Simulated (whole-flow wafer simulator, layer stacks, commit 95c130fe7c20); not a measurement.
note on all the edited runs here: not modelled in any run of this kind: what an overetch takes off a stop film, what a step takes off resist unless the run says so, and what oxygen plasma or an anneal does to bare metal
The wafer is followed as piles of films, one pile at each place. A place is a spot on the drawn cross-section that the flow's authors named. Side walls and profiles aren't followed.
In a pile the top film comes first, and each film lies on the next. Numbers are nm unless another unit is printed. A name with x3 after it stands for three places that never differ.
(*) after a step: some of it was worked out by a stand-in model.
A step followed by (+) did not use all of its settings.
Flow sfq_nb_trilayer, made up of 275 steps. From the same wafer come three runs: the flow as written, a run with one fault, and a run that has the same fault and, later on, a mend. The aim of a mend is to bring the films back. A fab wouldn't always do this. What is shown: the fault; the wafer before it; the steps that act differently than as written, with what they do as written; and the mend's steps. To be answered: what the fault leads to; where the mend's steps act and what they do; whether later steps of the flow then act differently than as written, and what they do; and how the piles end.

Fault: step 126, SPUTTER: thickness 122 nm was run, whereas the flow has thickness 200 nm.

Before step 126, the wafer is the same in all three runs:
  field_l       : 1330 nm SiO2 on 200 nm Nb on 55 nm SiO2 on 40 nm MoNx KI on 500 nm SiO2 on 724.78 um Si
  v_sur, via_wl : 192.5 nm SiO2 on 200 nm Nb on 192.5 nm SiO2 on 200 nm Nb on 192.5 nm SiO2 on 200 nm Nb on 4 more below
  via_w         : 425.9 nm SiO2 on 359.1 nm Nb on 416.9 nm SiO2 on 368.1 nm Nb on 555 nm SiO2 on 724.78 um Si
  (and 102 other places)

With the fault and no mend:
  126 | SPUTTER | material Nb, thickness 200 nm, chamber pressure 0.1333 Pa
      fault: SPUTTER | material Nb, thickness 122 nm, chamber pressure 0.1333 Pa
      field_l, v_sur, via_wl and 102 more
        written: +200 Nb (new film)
        fault: +122 Nb (new film)
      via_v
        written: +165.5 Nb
        fault: +100.6 Nb
  Steps later in the flow that act otherwise than as written (not shown: 6 more steps that differ only slightly, by at most 2% or 0.5 nm, whichever is larger):
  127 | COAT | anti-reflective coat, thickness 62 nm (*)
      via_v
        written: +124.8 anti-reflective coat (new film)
        fault: +120.9 anti-reflective coat (new film)
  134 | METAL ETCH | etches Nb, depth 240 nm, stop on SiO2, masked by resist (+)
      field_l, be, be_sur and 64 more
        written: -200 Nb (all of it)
        fault: -122 Nb (all of it)
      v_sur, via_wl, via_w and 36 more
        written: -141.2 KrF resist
        fault: -107.6 KrF resist
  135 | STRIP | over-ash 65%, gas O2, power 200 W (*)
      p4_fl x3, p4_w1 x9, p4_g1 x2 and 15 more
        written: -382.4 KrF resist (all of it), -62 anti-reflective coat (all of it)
        fault: -415.9 KrF resist (all of it), -62 anti-reflective coat (all of it)
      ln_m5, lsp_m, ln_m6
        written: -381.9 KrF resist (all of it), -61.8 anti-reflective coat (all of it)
        fault: -415.5 KrF resist (all of it), -61.8 anti-reflective coat (all of it)
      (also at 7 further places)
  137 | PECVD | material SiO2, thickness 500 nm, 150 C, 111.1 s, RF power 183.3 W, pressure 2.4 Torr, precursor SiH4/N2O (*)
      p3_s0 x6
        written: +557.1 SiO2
        fault: +500 SiO2
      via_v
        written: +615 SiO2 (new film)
        fault: +593.4 SiO2 (new film)
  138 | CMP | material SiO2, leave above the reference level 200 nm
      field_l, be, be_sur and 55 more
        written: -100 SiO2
        fault: -178 SiO2
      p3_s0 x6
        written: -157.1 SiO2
        fault: -178 SiO2
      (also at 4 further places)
  At field_l, v_sur, via_wl and 103 more, the piles at the end differ from the flow's by more than 2% or 0.5 nm, whichever is larger.
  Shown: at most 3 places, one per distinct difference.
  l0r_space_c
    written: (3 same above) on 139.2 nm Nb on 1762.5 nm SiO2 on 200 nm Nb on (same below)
    fault: (3 same above) on 139.2 nm Nb on 1684.5 nm SiO2 on 200 nm Nb on (same below)
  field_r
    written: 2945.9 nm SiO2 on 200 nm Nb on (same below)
    fault: 2867.9 nm SiO2 on 200 nm Nb on (same below)
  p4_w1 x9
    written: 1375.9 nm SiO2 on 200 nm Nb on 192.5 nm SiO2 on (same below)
    fault: 1375.9 nm SiO2 on 122 nm Nb on 192.5 nm SiO2 on (same below)

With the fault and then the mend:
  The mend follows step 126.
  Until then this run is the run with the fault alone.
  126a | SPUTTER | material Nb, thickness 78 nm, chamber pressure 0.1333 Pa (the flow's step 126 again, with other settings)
      field_l, v_sur, via_wl and 102 more
        +78 Nb
      via_v
        +62.6 Nb
  Later steps of the flow that are run all act as written at every place that is followed, up to a difference of at most 2% or 0.5 nm, whichever is larger.
  The piles end only slightly different from the flow's at the places that both follow, by no more than 2% or 0.5 nm, whichever is larger.
